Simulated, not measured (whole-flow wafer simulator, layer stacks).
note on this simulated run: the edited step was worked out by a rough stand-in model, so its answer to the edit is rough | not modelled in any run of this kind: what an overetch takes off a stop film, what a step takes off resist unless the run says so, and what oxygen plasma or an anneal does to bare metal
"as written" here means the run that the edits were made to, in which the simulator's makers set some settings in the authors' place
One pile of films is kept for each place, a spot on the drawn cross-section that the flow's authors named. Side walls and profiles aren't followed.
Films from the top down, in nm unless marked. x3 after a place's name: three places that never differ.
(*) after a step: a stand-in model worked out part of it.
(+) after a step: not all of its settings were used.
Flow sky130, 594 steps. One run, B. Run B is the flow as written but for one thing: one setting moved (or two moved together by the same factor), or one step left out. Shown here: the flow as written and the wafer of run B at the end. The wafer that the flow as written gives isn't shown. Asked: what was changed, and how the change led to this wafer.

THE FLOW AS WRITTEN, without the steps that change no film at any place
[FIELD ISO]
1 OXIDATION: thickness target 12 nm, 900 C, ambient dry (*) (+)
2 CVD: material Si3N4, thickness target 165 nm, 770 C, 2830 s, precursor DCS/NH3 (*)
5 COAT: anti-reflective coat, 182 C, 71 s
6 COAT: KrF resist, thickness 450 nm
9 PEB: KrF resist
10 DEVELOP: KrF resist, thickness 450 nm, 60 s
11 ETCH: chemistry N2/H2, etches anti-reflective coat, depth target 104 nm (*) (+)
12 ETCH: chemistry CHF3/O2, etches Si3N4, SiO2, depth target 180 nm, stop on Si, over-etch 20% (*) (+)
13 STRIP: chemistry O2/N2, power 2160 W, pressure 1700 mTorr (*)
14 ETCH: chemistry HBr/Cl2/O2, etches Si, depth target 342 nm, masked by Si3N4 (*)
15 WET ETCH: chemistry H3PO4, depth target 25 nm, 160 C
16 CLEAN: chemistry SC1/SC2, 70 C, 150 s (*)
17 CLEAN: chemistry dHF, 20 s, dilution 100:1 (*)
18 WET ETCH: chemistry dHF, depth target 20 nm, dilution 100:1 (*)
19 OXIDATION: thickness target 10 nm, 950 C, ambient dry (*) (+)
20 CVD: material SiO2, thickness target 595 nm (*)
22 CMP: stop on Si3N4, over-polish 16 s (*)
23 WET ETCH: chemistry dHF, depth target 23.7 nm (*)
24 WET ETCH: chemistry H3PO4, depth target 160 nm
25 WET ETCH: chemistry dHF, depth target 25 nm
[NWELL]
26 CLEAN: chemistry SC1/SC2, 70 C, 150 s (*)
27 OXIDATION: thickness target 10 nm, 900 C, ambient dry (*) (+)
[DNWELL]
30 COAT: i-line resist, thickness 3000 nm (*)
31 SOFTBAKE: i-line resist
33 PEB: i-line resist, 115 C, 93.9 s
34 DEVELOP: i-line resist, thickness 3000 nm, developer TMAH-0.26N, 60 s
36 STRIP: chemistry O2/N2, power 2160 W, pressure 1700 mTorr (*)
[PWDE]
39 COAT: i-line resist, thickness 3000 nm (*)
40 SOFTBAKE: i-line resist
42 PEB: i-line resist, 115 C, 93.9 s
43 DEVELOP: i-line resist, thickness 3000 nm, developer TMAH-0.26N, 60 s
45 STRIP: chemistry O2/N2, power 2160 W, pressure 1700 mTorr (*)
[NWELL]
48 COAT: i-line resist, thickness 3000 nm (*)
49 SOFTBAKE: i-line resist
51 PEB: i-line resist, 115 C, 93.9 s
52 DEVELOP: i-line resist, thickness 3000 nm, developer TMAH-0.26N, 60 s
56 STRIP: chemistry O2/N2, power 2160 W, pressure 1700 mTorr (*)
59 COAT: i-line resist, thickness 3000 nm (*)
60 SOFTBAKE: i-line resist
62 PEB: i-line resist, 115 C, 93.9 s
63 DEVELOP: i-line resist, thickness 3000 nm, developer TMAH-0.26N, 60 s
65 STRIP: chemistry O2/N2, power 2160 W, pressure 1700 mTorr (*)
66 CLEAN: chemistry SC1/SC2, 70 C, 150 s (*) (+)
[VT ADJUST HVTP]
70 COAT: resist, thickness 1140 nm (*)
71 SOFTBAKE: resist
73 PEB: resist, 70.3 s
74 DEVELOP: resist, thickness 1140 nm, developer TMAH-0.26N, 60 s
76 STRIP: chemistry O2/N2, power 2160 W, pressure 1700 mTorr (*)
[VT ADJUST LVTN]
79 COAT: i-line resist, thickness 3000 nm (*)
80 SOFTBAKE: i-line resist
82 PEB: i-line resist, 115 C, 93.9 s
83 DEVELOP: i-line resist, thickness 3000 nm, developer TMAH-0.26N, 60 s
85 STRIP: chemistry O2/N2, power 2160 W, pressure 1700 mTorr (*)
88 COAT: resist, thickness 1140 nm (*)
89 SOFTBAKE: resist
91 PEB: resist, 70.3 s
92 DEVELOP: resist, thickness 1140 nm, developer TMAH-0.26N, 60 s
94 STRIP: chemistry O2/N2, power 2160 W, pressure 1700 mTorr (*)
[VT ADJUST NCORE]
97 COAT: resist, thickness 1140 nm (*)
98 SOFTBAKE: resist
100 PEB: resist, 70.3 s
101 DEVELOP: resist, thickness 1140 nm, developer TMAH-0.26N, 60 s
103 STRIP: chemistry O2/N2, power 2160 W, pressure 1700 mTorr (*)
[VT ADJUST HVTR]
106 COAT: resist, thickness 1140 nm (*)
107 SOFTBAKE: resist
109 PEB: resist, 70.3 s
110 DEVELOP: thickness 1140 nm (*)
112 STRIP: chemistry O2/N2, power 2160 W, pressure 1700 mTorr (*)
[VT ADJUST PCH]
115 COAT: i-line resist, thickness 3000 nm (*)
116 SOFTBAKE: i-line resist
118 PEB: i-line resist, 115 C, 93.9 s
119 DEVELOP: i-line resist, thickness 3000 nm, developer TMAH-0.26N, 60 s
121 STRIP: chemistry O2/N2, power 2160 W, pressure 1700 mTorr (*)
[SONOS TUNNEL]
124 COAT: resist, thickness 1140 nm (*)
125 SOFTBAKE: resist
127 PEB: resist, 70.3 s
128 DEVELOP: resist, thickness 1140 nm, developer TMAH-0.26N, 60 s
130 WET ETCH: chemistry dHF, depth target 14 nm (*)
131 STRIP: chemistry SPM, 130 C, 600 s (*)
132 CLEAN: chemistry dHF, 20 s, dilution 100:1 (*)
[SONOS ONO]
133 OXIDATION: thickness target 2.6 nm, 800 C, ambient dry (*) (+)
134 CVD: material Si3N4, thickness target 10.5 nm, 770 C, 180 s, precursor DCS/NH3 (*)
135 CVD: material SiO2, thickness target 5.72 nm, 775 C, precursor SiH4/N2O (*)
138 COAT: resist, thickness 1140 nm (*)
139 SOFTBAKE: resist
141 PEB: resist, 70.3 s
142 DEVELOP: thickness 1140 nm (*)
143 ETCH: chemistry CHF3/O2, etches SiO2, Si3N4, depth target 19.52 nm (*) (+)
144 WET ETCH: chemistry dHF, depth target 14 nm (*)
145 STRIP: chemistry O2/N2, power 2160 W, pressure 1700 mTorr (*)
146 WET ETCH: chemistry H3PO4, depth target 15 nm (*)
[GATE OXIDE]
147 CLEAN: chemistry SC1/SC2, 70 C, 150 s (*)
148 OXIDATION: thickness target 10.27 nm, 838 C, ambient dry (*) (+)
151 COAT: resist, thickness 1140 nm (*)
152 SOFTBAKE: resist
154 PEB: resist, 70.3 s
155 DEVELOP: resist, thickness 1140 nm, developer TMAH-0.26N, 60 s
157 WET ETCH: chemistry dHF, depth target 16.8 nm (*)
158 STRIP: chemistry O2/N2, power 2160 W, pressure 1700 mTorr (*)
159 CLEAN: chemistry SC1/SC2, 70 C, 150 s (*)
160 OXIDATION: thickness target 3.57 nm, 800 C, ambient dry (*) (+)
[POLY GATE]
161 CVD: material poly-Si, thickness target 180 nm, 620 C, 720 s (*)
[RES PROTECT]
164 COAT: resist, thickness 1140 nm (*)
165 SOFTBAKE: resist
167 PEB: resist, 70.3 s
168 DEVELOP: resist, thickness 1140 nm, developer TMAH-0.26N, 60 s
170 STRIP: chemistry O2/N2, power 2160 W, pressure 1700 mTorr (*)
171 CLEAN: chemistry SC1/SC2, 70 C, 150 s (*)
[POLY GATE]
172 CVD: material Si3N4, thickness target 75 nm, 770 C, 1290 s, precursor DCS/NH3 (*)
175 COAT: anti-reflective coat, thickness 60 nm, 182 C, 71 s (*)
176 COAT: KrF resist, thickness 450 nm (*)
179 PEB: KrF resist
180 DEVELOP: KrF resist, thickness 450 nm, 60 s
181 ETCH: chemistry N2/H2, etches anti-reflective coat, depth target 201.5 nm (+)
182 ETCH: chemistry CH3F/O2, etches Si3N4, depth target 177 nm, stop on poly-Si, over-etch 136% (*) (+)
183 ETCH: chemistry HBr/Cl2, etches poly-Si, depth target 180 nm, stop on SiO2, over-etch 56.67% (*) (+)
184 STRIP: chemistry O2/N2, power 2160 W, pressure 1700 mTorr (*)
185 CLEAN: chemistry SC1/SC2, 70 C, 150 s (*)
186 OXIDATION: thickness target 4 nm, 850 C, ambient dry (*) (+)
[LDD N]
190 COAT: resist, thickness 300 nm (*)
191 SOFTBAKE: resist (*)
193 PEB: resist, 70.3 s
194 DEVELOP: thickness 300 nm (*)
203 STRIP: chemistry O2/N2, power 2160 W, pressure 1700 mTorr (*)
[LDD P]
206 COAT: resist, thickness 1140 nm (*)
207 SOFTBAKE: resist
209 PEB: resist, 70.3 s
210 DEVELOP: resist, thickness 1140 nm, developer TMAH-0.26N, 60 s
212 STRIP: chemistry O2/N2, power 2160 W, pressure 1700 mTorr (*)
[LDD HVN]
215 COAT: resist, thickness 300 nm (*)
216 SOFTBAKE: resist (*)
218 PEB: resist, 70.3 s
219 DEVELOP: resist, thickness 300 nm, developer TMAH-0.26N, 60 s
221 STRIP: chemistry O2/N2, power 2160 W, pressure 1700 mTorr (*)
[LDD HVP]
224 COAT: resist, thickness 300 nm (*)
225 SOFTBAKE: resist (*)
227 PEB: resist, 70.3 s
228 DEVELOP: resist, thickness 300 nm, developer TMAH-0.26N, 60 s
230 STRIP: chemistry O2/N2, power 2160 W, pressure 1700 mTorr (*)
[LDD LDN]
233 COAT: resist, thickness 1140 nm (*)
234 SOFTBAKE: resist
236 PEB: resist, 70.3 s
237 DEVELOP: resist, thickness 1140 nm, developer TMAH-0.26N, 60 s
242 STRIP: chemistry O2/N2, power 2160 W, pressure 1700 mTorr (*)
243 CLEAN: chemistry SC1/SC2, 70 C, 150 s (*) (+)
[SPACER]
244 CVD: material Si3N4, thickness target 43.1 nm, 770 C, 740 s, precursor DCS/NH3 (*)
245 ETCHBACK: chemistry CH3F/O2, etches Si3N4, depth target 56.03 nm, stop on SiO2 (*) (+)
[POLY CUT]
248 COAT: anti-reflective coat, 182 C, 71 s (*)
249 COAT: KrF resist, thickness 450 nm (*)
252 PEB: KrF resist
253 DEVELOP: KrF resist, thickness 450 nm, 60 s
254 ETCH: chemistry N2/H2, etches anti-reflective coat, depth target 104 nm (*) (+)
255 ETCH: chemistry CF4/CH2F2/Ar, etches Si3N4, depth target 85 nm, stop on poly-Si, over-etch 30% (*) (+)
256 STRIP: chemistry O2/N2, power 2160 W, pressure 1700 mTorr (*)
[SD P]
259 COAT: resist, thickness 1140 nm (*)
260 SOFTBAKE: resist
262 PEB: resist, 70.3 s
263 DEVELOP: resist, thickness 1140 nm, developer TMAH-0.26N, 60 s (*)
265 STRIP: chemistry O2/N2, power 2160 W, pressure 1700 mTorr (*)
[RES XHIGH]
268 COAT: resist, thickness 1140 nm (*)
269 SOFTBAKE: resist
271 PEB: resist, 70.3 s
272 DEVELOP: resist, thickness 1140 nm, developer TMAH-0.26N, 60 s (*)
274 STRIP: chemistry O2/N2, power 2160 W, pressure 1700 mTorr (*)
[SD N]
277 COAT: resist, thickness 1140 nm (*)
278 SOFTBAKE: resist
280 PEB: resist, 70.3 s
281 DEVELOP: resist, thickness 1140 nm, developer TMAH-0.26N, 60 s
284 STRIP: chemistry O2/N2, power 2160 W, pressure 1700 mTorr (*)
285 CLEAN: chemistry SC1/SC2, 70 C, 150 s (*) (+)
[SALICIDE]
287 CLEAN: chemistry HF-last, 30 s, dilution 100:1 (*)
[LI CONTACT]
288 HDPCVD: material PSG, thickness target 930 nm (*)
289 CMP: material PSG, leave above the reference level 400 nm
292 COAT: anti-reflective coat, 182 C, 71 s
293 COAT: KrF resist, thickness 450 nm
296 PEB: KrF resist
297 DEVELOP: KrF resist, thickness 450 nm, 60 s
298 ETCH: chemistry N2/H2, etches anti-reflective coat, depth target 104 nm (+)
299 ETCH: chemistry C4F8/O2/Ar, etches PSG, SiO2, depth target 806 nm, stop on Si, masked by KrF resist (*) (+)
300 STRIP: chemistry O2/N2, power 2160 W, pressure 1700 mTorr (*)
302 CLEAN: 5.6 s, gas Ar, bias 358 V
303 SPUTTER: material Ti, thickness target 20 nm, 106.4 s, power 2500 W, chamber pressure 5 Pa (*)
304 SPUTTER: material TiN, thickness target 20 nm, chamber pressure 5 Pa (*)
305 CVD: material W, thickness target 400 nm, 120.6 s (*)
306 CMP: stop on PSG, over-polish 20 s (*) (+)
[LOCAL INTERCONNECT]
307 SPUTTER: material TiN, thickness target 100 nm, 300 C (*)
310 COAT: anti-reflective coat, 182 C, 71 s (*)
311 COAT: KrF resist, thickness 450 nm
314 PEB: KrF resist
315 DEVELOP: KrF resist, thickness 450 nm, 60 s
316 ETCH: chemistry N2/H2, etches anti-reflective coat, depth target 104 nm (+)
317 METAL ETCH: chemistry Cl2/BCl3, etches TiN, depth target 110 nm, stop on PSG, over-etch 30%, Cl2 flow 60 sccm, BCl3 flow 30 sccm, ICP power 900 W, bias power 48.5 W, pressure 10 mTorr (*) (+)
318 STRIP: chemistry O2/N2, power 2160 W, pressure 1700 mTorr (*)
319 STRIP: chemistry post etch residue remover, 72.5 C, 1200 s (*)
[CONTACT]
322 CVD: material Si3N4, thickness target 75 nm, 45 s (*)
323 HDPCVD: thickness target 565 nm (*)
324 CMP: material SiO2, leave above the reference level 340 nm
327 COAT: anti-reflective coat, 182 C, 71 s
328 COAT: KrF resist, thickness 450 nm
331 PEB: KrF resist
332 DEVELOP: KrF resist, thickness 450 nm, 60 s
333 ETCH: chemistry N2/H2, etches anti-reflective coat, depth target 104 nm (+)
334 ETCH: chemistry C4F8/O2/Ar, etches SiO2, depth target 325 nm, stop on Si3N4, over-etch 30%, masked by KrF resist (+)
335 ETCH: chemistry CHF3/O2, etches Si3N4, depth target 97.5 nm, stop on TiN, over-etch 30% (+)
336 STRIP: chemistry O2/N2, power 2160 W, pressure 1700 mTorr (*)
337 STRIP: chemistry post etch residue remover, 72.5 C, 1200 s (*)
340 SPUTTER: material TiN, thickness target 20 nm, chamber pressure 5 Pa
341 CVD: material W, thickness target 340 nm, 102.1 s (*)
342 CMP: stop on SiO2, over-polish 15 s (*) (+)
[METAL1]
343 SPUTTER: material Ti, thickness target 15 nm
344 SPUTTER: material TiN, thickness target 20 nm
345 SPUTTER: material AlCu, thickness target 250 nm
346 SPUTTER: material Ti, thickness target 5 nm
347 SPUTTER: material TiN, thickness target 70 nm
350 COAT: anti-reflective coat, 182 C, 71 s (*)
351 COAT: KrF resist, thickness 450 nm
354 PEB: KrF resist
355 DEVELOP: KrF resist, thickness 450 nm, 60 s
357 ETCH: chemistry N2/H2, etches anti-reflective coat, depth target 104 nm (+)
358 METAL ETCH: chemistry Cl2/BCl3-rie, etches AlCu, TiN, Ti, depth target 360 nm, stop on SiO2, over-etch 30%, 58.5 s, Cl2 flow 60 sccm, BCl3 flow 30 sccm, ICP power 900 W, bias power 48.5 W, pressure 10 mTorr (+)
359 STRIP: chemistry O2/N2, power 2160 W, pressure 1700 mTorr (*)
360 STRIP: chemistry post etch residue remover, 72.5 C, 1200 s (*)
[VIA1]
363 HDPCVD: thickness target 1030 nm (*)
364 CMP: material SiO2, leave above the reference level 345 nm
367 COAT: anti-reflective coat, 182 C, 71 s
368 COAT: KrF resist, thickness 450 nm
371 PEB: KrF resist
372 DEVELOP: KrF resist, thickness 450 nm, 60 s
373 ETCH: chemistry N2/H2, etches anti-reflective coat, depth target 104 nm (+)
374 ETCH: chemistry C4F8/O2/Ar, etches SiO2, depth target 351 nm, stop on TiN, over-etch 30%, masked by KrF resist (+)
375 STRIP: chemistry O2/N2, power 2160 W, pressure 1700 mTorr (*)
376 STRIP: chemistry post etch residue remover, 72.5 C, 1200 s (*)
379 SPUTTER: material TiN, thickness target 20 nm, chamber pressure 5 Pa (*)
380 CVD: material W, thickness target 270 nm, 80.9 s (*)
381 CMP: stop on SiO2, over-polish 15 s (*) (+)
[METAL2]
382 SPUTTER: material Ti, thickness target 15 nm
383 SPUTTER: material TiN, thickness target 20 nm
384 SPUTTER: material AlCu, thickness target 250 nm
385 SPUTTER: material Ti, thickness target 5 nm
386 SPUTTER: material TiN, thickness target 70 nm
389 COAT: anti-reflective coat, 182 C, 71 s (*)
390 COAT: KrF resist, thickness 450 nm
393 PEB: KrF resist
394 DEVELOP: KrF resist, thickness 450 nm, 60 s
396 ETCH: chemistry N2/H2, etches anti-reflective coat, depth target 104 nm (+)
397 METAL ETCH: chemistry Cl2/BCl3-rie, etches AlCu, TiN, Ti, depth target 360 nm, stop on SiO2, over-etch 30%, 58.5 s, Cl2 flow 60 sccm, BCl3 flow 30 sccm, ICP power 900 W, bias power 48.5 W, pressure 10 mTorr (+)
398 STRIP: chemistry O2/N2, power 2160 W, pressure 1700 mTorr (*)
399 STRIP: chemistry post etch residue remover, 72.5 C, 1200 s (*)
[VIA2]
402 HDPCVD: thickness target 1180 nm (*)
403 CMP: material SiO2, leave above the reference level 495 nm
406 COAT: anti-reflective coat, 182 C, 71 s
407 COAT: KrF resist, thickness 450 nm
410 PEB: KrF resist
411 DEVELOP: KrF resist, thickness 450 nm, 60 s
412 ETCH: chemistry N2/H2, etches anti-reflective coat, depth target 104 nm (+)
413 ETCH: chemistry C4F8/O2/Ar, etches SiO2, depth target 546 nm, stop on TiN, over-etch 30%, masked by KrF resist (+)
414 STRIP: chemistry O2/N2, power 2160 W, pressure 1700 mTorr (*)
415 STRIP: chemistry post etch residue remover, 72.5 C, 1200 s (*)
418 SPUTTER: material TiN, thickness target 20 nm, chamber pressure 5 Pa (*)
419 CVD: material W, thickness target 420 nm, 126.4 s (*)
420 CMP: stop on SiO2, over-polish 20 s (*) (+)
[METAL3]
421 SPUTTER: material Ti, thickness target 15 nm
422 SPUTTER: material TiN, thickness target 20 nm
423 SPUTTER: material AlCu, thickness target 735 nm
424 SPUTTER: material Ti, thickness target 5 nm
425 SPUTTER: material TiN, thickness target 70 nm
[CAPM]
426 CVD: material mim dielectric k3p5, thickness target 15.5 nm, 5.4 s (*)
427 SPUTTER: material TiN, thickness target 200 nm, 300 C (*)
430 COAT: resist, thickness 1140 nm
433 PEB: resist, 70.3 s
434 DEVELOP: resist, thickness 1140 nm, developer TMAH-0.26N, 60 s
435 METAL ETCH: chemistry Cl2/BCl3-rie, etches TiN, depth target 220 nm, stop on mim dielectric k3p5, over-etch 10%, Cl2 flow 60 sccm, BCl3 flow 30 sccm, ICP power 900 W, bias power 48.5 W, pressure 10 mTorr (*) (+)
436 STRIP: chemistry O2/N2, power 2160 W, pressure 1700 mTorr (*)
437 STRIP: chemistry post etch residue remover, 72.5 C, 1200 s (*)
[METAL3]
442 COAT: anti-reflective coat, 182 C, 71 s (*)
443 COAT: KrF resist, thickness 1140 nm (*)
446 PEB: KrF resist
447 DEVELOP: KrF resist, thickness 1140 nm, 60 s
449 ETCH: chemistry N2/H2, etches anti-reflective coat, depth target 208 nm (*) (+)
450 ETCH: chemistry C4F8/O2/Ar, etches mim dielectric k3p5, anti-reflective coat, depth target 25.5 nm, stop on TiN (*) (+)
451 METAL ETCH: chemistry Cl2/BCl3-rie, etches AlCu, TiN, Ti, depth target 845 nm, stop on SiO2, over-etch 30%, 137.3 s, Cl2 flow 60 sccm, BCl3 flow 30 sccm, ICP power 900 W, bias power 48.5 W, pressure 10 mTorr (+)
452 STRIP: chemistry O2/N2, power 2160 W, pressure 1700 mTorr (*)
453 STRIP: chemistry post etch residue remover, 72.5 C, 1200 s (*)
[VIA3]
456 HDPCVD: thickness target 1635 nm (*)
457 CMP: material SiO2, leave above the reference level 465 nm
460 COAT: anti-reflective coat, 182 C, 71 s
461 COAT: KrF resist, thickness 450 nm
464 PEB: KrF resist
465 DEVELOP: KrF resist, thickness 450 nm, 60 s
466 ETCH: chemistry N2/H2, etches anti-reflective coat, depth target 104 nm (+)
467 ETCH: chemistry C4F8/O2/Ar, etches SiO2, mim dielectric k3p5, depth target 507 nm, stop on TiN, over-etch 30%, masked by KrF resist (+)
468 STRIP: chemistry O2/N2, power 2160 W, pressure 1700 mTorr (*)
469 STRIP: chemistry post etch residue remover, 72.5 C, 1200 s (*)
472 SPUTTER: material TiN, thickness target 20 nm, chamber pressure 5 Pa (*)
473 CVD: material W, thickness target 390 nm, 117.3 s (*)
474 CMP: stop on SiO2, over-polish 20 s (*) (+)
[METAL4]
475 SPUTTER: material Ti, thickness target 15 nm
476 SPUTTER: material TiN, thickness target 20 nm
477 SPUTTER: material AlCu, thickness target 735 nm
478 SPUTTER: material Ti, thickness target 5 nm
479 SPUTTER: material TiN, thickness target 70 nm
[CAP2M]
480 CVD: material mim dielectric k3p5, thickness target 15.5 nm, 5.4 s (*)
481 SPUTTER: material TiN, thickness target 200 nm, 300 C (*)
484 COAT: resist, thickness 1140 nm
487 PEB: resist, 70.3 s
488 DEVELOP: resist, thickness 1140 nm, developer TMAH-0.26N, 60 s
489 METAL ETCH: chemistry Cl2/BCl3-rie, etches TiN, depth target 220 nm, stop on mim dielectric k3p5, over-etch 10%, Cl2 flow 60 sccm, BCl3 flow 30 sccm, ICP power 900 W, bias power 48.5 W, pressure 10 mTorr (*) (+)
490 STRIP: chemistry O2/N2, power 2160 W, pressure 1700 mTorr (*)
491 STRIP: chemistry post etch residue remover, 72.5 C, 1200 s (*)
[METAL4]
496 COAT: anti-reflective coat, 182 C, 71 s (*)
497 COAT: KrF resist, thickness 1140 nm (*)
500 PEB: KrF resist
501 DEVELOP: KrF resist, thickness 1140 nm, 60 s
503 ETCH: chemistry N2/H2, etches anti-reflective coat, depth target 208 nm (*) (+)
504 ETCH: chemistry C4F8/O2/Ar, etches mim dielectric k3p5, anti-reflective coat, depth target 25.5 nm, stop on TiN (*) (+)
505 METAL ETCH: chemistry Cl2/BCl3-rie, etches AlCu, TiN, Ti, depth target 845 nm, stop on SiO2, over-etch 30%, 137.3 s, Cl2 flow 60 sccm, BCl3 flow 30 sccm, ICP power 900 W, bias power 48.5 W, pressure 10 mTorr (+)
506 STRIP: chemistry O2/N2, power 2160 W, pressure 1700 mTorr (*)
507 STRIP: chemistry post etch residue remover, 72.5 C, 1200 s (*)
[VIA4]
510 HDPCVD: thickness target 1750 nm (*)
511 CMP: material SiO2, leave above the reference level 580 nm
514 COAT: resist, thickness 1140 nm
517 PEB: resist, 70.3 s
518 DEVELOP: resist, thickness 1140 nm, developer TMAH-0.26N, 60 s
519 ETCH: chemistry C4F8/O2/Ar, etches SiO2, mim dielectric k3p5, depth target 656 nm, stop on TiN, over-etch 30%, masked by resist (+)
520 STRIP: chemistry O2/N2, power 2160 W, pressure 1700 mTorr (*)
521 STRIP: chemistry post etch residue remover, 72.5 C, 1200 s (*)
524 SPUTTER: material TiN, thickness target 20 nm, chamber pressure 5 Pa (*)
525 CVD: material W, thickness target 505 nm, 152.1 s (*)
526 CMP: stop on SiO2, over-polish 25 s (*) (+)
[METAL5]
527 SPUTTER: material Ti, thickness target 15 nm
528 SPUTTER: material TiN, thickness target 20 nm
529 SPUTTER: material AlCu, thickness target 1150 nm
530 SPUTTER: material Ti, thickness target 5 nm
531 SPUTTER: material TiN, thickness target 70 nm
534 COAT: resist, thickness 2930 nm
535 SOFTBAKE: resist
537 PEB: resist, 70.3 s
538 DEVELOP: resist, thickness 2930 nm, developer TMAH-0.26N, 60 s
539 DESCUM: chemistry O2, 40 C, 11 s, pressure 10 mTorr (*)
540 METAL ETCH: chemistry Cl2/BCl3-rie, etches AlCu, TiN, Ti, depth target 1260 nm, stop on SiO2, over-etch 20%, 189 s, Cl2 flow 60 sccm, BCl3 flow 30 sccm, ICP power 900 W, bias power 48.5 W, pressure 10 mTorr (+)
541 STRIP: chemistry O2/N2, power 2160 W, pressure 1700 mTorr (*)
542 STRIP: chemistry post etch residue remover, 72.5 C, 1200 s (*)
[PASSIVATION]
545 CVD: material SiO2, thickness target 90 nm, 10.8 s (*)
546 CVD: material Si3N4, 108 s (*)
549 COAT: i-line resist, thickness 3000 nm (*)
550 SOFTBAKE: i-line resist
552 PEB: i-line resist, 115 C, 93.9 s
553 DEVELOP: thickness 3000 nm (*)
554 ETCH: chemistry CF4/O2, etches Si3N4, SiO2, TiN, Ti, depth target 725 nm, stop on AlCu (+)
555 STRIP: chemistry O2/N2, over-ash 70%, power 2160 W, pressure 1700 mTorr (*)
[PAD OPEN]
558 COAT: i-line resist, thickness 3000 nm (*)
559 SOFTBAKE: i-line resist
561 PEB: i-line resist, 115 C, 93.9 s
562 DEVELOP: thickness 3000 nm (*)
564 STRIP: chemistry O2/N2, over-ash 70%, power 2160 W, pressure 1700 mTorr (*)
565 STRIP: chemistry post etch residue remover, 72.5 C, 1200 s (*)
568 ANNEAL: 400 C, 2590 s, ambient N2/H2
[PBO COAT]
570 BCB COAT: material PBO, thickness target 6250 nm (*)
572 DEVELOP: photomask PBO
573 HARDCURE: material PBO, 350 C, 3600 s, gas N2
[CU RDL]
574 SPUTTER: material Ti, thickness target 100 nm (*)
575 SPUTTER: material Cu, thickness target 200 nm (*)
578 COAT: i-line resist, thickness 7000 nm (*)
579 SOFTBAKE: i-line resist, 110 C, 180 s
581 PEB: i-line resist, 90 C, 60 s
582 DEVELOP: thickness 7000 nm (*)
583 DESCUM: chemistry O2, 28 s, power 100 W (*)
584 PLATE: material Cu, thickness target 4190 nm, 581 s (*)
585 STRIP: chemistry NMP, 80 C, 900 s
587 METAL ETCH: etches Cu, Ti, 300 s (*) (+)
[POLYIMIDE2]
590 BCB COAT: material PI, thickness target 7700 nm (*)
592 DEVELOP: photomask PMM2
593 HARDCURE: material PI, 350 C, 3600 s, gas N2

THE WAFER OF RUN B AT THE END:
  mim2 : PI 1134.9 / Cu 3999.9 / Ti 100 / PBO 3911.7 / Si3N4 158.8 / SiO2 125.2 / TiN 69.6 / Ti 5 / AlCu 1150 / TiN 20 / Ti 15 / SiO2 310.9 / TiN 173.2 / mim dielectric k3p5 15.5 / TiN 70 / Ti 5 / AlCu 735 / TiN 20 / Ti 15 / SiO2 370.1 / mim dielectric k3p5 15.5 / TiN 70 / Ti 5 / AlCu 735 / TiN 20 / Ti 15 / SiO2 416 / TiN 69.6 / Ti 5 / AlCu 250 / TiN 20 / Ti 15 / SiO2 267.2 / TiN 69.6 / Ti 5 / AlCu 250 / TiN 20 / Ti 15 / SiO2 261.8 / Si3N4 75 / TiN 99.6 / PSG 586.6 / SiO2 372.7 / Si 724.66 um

The cause: step 481, SPUTTER: thickness target 174 nm was run, where the flow has thickness target 200 nm.

How the change led to this, step by step:
  481 SPUTTER: material TiN, thickness target 200 nm, 300 C (*)
      field, active, n_well and 189 more: TiN +174 (new film) (as written it would be: TiN +200 (new film))
  489 METAL ETCH: chemistry Cl2/BCl3-rie, etches TiN, depth target 220 nm, stop on mim dielectric k3p5, over-etch 10%, Cl2 flow 60 sccm, BCl3 flow 30 sccm, ICP power 900 W, bias power 48.5 W, pressure 10 mTorr (*) (+)
      field, active, n_well and 188 more: TiN -174 (all of it) (as written it would be: TiN -200 (all of it))
      mim2: resist -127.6 (as written it would be: resist -146.7)
  496 COAT: anti-reflective coat, 182 C, 71 s (*)
      iso_guard__w2: anti-reflective coat +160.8 (new film) (as written it would be: anti-reflective coat +177.8 (new film))
      mim2: anti-reflective coat +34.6 (new film) (as written it would be: anti-reflective coat +40.3 (new film))
  497 COAT: KrF resist, thickness 1140 nm (*)
      mim2: KrF resist +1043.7 (new film) (as written it would be: KrF resist +1018.9 (new film))
  506 STRIP: chemistry O2/N2, power 2160 W, pressure 1700 mTorr (*)
      iso_guard__w2: KrF resist -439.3 (all of it), anti-reflective coat -160.8 (all of it) (as written it would be: KrF resist -427.9 (all of it), anti-reflective coat -177.8 (all of it))
      mim2: KrF resist -396.8 (all of it), anti-reflective coat -34.6 (all of it) (as written it would be: KrF resist -372.1 (all of it), anti-reflective coat -40.3 (all of it))
